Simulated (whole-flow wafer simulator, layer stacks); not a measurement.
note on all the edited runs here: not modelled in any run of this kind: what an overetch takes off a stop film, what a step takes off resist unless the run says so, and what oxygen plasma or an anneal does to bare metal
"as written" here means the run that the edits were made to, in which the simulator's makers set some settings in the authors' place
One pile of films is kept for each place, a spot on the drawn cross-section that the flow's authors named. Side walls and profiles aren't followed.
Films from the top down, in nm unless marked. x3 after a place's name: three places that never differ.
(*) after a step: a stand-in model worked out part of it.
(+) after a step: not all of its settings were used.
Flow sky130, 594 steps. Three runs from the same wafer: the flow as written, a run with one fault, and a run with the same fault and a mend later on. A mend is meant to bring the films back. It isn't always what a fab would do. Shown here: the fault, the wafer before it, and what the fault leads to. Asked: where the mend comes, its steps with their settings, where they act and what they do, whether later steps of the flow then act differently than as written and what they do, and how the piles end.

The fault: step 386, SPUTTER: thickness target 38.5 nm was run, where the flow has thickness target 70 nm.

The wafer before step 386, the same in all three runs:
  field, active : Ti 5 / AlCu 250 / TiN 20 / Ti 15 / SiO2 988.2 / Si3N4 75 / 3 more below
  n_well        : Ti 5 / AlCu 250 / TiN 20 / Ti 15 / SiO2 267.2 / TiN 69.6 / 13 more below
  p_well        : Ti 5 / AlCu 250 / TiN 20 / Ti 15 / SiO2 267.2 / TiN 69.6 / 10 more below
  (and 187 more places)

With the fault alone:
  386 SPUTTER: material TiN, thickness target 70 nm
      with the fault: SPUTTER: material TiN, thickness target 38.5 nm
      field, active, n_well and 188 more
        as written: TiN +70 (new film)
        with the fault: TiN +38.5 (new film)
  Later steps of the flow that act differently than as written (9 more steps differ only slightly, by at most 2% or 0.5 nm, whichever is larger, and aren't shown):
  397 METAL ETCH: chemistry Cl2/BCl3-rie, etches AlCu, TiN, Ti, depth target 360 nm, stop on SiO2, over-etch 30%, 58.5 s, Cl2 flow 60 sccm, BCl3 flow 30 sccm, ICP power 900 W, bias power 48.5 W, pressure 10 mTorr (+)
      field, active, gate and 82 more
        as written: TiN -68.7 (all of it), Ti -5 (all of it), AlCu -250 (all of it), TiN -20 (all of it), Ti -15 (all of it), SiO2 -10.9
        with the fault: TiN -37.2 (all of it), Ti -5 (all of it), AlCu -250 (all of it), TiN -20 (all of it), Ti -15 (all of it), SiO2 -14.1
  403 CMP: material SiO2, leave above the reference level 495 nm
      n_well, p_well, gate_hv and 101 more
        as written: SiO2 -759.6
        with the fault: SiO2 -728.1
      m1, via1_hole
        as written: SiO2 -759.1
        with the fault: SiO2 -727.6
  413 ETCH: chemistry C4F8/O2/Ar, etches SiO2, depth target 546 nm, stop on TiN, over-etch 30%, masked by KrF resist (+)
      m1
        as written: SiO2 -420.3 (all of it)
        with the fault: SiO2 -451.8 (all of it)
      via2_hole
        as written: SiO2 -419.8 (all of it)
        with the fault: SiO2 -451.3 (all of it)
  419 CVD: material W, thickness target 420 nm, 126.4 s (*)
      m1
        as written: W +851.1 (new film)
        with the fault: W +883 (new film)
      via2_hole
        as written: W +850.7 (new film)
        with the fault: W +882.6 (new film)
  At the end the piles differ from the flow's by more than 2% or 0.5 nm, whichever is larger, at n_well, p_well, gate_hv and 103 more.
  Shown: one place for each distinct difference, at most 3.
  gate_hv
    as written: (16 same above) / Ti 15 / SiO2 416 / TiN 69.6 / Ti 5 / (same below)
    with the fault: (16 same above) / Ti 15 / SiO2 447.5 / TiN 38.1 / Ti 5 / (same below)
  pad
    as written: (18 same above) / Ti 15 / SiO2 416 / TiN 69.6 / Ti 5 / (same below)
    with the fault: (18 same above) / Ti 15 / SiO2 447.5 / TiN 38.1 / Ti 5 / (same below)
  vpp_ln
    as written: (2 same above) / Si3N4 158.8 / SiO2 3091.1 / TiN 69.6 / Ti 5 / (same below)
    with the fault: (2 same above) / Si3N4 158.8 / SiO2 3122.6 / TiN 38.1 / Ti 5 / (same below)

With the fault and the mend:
  The mend comes after step 386.
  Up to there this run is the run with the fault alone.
  386a SPUTTER: material TiN, thickness target 31.5 nm (the flow's step 386 once more, with other settings)
      field, active, n_well and 188 more
        TiN +31.5
  No later step of the flow acts differently than as written at any place that is followed.
  At the end the piles are the same as the flow's at every place that both follow.
